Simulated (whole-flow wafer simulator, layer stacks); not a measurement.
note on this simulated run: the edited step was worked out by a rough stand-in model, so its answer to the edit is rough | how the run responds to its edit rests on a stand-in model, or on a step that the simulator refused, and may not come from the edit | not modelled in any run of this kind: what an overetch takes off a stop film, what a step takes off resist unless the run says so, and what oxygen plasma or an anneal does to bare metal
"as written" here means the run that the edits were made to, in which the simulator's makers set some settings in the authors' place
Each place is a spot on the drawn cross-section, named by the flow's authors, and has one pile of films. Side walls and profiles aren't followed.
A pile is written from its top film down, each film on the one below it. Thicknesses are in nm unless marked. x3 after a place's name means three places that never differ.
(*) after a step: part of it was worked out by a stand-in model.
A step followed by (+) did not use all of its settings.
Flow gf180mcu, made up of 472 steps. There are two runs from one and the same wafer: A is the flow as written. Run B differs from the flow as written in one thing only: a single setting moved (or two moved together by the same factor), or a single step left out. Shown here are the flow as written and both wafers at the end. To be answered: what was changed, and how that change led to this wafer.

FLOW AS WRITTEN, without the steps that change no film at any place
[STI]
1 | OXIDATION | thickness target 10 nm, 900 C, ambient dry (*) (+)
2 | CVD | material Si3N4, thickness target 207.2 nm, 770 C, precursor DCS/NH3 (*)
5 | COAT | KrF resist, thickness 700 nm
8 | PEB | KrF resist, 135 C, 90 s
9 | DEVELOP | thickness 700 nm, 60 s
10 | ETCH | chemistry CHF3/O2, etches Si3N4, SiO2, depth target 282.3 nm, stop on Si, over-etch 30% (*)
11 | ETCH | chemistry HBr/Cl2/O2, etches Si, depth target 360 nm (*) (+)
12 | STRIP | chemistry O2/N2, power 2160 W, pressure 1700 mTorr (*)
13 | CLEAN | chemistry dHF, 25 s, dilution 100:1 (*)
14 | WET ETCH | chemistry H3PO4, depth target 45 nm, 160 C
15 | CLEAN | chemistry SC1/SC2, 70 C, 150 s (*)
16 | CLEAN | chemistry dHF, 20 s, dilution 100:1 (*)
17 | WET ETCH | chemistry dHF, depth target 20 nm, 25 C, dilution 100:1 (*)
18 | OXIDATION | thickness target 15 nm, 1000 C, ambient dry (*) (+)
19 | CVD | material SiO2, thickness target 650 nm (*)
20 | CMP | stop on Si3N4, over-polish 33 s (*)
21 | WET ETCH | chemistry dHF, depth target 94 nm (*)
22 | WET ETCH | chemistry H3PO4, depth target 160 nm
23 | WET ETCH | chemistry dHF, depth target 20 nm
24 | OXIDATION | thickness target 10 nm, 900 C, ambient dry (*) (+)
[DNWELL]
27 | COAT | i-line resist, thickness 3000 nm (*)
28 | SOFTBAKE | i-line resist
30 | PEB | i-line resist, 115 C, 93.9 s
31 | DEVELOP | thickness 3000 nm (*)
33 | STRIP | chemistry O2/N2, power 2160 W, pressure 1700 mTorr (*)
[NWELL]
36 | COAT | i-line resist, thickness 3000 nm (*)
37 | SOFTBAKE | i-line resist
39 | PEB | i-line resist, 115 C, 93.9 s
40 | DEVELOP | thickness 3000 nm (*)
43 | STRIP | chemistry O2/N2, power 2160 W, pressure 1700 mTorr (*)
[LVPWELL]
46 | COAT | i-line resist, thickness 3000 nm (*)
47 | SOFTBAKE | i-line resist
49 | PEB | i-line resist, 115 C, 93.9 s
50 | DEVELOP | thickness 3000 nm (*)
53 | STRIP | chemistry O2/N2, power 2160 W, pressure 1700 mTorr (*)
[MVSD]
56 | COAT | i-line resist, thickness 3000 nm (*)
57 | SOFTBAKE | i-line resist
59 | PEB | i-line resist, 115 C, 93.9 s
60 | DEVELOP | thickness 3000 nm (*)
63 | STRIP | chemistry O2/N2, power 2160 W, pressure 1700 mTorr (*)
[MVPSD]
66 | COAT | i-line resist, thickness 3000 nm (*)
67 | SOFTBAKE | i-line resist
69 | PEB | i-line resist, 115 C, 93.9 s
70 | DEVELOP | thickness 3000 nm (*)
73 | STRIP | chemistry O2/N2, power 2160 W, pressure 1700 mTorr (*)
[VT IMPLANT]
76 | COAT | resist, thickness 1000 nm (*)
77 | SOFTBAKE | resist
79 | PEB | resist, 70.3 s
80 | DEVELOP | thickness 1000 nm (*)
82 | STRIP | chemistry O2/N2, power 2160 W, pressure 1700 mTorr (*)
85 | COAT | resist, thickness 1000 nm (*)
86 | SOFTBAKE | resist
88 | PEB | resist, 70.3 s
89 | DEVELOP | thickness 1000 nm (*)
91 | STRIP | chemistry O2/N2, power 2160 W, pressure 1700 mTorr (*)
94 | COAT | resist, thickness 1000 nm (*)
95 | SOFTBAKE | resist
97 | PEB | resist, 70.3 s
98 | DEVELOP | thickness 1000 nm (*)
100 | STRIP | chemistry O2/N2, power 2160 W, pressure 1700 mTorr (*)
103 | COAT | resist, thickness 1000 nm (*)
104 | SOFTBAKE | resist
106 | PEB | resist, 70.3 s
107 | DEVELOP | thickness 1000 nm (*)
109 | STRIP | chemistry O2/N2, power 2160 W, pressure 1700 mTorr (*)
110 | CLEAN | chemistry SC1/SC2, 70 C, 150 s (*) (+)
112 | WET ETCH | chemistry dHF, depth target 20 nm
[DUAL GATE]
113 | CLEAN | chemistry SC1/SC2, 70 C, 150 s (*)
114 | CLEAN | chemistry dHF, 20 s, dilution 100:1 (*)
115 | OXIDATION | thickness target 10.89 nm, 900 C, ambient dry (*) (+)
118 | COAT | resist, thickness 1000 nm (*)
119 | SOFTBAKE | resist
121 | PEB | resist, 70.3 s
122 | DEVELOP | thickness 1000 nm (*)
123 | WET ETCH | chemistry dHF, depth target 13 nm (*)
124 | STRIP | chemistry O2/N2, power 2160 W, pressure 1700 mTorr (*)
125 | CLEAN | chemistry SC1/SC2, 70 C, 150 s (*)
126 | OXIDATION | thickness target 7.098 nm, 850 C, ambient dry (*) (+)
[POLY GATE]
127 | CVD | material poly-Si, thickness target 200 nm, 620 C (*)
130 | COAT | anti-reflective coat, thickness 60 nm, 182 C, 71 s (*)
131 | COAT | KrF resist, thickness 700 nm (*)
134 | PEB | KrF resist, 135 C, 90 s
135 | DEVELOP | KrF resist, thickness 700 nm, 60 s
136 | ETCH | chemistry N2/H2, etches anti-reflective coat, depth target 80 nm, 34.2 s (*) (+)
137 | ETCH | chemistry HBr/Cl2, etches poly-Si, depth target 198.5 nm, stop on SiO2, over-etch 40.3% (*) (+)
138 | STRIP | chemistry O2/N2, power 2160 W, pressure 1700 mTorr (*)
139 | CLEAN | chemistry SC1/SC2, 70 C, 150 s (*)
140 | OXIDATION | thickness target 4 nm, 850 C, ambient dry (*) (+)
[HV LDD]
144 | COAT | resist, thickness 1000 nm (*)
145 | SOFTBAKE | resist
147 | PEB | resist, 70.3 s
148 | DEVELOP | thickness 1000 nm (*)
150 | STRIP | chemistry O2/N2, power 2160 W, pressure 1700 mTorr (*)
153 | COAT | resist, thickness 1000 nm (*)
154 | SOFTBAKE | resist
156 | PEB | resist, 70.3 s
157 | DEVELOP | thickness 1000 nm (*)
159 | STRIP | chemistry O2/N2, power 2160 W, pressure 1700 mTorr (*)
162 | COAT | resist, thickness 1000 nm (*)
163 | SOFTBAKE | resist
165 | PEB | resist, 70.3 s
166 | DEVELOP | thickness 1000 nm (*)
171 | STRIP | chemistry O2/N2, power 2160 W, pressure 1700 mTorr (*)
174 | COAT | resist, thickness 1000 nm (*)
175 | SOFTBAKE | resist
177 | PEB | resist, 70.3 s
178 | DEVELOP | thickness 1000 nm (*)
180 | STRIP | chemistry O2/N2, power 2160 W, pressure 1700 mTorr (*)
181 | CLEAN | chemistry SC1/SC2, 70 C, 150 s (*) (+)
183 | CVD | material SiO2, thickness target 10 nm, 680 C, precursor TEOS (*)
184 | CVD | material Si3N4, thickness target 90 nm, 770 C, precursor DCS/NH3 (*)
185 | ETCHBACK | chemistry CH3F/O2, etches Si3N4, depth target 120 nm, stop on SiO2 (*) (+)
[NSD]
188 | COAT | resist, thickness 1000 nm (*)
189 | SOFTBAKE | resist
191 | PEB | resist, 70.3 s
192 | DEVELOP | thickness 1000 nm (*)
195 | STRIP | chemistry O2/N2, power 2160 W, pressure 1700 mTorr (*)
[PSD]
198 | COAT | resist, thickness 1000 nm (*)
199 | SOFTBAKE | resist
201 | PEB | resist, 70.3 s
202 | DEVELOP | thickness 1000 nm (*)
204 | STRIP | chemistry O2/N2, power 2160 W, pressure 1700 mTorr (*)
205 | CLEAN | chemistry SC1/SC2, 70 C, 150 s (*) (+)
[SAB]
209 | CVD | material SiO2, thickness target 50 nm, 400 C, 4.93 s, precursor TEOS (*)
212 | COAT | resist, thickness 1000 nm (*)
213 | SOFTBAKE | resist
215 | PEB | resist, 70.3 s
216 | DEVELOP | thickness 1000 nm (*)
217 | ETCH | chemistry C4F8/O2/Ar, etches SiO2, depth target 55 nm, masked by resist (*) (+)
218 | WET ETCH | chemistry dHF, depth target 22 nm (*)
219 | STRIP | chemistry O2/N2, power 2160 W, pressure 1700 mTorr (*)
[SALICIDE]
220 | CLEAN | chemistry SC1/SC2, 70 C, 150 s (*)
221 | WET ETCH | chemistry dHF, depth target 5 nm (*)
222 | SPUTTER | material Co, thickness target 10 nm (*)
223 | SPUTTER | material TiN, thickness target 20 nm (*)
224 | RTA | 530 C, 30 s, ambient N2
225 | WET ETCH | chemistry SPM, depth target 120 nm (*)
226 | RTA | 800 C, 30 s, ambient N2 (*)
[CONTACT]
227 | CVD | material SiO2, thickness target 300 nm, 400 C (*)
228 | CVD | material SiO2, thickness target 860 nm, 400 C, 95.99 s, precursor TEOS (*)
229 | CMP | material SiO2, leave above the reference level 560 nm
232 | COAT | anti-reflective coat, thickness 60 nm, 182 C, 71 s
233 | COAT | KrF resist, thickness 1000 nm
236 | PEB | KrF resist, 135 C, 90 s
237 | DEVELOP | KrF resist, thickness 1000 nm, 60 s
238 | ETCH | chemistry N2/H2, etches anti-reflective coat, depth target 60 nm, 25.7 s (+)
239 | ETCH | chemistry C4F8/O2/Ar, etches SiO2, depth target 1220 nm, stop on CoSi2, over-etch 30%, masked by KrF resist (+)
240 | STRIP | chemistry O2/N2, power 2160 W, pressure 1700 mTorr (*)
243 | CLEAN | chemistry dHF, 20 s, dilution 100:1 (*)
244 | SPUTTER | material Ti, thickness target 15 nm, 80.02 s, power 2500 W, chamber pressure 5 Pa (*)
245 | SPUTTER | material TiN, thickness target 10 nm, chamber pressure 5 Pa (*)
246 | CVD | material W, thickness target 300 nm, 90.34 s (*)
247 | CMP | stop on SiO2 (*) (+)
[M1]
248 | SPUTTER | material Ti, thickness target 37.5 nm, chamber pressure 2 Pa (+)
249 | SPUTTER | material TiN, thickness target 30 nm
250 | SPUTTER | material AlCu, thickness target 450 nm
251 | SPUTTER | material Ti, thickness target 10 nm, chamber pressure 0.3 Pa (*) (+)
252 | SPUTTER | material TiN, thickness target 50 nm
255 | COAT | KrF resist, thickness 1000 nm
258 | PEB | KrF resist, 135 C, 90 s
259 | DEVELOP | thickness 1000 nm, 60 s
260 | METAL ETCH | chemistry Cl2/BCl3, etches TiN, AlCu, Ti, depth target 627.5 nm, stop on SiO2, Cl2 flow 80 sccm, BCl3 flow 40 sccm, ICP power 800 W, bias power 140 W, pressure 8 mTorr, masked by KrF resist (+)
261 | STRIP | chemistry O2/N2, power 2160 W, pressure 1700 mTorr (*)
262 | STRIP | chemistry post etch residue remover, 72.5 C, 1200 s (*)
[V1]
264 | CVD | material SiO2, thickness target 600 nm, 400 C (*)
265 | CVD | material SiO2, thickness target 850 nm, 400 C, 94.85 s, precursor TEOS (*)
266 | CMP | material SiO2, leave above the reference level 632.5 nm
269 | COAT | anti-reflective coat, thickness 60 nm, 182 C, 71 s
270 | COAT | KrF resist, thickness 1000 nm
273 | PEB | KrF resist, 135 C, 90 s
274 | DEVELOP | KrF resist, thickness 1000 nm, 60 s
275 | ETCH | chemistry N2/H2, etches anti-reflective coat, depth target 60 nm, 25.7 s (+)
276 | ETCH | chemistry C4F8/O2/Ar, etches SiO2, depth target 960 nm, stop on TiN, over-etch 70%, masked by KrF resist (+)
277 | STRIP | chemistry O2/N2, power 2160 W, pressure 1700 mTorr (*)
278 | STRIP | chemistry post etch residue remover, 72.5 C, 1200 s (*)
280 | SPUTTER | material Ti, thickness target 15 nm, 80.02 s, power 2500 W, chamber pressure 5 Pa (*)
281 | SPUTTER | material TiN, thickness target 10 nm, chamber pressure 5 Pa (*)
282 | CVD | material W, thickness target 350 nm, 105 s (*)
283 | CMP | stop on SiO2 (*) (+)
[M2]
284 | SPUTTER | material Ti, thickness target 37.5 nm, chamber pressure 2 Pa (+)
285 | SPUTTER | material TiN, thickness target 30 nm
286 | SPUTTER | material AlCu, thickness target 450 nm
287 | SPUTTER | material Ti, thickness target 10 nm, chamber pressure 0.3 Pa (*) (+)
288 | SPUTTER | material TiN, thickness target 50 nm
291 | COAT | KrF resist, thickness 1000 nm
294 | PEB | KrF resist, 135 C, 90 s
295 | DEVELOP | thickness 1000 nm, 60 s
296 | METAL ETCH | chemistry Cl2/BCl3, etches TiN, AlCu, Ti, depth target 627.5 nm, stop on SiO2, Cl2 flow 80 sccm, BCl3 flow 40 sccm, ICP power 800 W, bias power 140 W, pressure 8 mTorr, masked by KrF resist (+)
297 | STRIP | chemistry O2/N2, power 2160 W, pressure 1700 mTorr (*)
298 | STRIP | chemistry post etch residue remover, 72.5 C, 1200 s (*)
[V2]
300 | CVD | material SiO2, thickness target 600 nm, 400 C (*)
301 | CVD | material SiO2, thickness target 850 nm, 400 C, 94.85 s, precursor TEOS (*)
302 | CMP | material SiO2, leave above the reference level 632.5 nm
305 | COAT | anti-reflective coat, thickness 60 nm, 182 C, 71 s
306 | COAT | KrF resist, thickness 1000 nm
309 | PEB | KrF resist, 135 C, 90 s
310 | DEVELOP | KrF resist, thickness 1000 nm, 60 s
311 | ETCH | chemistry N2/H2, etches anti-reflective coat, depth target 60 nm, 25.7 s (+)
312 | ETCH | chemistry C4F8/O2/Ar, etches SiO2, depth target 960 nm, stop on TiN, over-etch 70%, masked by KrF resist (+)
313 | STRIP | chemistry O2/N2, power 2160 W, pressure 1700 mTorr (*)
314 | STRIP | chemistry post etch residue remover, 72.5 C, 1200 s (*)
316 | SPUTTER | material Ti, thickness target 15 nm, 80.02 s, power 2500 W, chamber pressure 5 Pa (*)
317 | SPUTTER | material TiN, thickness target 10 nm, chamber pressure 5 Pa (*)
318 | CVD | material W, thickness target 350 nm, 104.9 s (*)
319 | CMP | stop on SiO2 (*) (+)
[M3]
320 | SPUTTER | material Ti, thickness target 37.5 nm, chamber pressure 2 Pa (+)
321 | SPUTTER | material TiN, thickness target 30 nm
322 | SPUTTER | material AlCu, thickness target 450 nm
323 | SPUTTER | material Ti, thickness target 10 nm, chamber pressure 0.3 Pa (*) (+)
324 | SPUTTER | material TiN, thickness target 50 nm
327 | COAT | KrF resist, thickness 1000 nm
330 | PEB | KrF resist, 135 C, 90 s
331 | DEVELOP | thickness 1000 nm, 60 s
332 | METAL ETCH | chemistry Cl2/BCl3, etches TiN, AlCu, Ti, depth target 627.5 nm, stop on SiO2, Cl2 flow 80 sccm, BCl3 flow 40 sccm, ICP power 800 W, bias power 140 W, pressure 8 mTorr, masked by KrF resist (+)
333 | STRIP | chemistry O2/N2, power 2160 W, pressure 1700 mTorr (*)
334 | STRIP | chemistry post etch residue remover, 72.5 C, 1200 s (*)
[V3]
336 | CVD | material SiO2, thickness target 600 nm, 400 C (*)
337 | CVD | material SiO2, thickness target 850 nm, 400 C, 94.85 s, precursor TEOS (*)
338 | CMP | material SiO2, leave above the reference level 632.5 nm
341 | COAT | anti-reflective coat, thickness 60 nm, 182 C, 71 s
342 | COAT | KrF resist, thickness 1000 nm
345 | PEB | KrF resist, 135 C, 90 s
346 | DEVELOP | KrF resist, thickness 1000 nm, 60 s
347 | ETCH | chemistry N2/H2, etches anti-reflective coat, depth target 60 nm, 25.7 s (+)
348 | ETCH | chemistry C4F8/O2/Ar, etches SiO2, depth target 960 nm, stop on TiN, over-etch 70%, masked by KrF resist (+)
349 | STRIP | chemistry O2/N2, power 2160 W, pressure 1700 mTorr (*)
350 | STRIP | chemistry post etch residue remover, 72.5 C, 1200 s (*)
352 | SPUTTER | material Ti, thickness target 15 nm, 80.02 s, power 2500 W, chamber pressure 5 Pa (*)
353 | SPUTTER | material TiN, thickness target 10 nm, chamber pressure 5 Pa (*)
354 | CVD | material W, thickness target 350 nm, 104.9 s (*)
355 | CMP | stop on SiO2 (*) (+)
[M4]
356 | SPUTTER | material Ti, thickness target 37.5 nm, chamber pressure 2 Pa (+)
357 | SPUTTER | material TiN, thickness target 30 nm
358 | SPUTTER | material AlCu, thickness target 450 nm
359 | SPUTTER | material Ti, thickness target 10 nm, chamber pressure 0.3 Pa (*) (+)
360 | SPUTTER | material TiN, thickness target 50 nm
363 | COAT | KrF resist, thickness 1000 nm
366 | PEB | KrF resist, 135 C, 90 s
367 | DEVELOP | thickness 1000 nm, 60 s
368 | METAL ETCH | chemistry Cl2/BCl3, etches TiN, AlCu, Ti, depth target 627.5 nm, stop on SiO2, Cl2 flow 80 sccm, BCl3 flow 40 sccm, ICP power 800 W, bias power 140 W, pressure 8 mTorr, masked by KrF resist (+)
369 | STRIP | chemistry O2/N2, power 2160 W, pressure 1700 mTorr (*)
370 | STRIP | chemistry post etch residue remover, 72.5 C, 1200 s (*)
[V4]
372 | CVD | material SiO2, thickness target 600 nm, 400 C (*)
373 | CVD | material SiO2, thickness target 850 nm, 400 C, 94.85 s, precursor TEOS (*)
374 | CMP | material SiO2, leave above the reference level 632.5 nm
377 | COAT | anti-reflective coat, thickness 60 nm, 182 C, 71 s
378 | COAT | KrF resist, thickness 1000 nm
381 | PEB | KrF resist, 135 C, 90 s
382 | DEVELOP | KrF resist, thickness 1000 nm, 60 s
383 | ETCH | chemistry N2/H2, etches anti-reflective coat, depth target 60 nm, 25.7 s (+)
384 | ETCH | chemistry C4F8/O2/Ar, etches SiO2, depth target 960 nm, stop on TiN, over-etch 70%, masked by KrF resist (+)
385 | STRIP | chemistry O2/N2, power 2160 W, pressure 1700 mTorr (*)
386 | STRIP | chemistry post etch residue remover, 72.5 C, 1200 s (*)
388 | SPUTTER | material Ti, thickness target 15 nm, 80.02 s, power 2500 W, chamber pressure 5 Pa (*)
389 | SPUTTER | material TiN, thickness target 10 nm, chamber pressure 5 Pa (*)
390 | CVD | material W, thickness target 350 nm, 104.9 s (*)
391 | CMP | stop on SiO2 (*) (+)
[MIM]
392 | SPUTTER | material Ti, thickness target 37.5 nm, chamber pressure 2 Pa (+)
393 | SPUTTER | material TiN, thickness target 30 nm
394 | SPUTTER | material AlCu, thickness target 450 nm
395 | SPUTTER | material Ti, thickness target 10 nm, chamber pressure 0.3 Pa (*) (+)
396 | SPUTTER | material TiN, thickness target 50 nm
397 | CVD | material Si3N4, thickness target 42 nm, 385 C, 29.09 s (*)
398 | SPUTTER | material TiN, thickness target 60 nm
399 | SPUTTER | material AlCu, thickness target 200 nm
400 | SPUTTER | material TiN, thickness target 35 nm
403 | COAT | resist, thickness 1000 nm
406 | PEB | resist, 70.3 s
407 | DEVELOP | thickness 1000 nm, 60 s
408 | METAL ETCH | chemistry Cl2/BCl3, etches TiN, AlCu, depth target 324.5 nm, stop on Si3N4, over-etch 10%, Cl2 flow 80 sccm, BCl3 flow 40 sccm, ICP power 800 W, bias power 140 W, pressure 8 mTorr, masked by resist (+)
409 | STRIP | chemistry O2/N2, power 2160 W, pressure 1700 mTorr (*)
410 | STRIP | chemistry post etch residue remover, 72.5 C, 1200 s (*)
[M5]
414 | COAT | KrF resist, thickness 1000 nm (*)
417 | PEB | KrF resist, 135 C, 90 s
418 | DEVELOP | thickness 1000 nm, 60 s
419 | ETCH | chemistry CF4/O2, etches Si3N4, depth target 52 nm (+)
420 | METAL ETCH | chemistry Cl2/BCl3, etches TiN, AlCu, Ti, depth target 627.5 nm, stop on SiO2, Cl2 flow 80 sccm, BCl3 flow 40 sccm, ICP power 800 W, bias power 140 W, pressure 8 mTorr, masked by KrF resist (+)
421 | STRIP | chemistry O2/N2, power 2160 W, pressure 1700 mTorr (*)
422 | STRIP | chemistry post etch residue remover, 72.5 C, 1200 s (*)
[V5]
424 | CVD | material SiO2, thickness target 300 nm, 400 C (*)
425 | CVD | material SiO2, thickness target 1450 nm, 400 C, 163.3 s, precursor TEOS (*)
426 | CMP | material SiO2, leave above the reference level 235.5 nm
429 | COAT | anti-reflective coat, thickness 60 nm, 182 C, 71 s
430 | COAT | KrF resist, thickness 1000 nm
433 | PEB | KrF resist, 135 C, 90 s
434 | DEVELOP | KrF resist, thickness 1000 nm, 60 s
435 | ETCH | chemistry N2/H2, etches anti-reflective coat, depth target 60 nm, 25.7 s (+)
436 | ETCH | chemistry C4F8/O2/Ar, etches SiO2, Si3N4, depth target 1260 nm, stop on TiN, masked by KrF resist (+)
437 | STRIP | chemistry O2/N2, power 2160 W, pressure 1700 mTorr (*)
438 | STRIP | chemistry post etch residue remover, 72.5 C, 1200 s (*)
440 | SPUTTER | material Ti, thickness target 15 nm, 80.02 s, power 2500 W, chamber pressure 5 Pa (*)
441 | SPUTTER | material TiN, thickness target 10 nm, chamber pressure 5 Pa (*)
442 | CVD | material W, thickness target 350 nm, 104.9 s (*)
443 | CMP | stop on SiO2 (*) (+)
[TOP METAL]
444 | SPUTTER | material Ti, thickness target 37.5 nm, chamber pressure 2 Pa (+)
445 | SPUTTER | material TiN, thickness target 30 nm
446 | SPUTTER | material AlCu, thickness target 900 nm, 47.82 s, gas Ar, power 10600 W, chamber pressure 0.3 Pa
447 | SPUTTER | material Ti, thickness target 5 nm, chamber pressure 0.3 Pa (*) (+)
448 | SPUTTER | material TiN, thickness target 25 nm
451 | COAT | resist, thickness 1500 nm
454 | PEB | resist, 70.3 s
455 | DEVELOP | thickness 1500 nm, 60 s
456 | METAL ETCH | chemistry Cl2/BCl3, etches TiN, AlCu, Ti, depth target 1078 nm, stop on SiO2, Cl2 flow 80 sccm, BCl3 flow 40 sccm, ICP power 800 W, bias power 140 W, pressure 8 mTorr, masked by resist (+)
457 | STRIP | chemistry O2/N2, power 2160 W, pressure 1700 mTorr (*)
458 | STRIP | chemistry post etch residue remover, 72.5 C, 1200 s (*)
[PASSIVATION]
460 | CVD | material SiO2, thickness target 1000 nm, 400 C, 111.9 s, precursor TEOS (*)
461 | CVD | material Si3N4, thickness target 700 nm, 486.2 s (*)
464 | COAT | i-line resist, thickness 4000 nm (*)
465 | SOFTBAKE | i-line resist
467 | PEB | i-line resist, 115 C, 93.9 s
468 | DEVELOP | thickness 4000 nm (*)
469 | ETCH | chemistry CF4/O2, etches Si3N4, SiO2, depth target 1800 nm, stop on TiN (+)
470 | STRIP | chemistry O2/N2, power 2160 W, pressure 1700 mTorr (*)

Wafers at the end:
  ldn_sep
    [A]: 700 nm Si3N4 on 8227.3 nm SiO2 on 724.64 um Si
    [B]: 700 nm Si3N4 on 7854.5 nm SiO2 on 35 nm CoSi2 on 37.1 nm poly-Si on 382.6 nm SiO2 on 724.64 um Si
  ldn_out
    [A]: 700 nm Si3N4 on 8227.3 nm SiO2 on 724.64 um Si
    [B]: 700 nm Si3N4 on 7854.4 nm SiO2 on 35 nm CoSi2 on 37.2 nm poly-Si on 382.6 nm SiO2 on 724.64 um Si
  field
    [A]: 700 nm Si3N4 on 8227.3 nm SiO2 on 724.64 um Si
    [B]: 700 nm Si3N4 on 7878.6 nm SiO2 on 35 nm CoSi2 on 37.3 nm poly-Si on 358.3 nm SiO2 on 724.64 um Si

Cause: step 137, ETCH: depth target 87.3 nm was run, whereas the flow has depth target 198.5 nm.

How this came from the change, step by step:
  137 | ETCH | chemistry HBr/Cl2, etches poly-Si, depth target 198.5 nm, stop on SiO2, over-etch 40.3% (*) (+)
      field__w3, field__w12, field_sub and 14 more: A poly-Si loses 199 (all of it), SiO2 loses 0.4 | B poly-Si loses 122.5
      field__w6, sti, m1 and 11 more: A poly-Si loses 198.8 (all of it), SiO2 loses 0.4 | B poly-Si loses 122.5
      (and at 61 other places as well)
  138 | STRIP | chemistry O2/N2, power 2160 W, pressure 1700 mTorr (*)
      field, field__w1, field__w2 and 61 more: A nothing | B chemical SiO2 gains 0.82 (new film), poly-Si loses 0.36
      gate: A chemical SiO2 gains 0.68 (new film), KrF resist loses 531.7 (all of it), anti-reflective coat loses 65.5 (all of it), poly-Si loses 0.3 | B chemical SiO2 gains 0.67 (new film), KrF resist loses 583.7 (all of it), anti-reflective coat loses 65.5 (all of it), poly-Si loses 0.3
      (and at 27 other places as well)
  139 | CLEAN | chemistry SC1/SC2, 70 C, 150 s (*)
      field, field__w1, field__w2 and 34 more: A SiO2 loses 0.68 | B chemical SiO2 loses 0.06, poly-Si loses 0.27
  140 | OXIDATION | thickness target 4 nm, 850 C, ambient dry (*) (+)
      field, field__w1, field__w2 and 21 more: A SiO2 gains 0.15, Si loses 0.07 | B SiO2 gains 4 (new film), chemical SiO2 loses 0.76 (all of it), poly-Si loses 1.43
      active_hv, active_nat, ld_sd_n and 11 more: A SiO2 gains 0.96, Si loses 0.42 | B SiO2 gains 4 (new film), chemical SiO2 loses 0.76 (all of it), poly-Si loses 1.43
      (and at 26 other places as well)
  144 | COAT | resist, thickness 1000 nm (*)
      polyc_n, polyc_p: A resist gains 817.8 (new film) | B resist gains 885.1 (new film)
      field_sub__w4: A resist gains 1047.7 (new film) | B resist gains 1024.4 (new film)
      (and at 30 other places as well)
  145 | SOFTBAKE | resist
      nw_enc_fld_lv__w3: A resist gains 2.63 | B resist loses 0.19
      ldn_src: A resist loses 0.68 | B nothing
      (and at 70 other places as well)
  147 | PEB | resist, 70.3 s
      polyc_n, polyc_n_rim, polyc_p, polyc_p_rim: A resist loses 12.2 | B resist loses 13.5
      ldn_ch, ldn_acc, ldp_ch, ldp_acc: A resist loses 13 | B resist loses 14.2
      (and at 25 other places as well)
  148 | DEVELOP | thickness 1000 nm (*)
      gate: A resist loses 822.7 (all of it) | B resist loses 889.1 (all of it)
      npoly_u: A resist loses 821.5 (all of it) | B resist loses 885.5 (all of it)
      (and at 3 other places as well)
  150 | STRIP | chemistry O2/N2, power 2160 W, pressure 1700 mTorr (*)
      field_sub__w4: A resist loses 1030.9 (all of it) | B resist loses 1007.9 (all of it)
      gate_hv: A resist loses 824.2 (all of it) | B resist loses 886.6 (all of it)
      (and at 27 other places as well)
  153 | COAT | resist, thickness 1000 nm (*)
      polyc_n, polyc_p: A resist gains 817.8 (new film) | B resist gains 885.1 (new film)
      field_sub__w4: A resist gains 1047.7 (new film) | B resist gains 1024.4 (new film)
      (and at 30 other places as well)
  154 | SOFTBAKE | resist
      nw_enc_fld_lv__w3: A resist gains 2.63 | B resist loses 0.19
      ldn_src: A resist loses 0.68 | B nothing
      (and at 70 other places as well)
  156 | PEB | resist, 70.3 s
      polyc_n, polyc_n_rim, polyc_p, polyc_p_rim: A resist loses 12.2 | B resist loses 13.5
      ldn_ch, ldn_acc, ldp_ch, ldp_acc: A resist loses 13 | B resist loses 14.2
      (and at 25 other places as well)
  157 | DEVELOP | thickness 1000 nm (*)
      gate_p: A resist loses 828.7 (all of it) | B resist loses 892.8 (all of it)
      ppoly_u: A resist loses 827 (all of it) | B resist loses 888.8 (all of it)
      (and at 4 other places as well)
  159 | STRIP | chemistry O2/N2, power 2160 W, pressure 1700 mTorr (*)
      field_sub__w4: A resist loses 1030.9 (all of it) | B resist loses 1007.9 (all of it)
      gate: A resist loses 822.7 (all of it) | B resist loses 889.1 (all of it)
      (and at 26 other places as well)
  162 | COAT | resist, thickness 1000 nm (*)
      polyc_n, polyc_p: A resist gains 817.8 (new film) | B resist gains 885.1 (new film)
      field_sub__w4: A resist gains 1047.7 (new film) | B resist gains 1024.4 (new film)
      (and at 30 other places as well)
  163 | SOFTBAKE | resist
      nw_enc_fld_lv__w3: A resist gains 2.63 | B resist loses 0.19
      ldn_src: A resist loses 0.68 | B nothing
      (and at 70 other places as well)
  ... 36 further steps ...
  246 | CVD | material W, thickness target 300 nm, 90.34 s (*)
      polyc_n, polyc_p: A W gains 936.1 (new film) | B W gains 1018.1 (new film)
If metal films that touch count as one body, ldn_sep has 1 body; the flow as written gives 0 bodies.
If metal films that touch count as one body, ldn_out has 1 body; the flow as written gives 0 bodies.
If metal films that touch count as one body, field has 1 body; the flow as written gives 0 bodies.
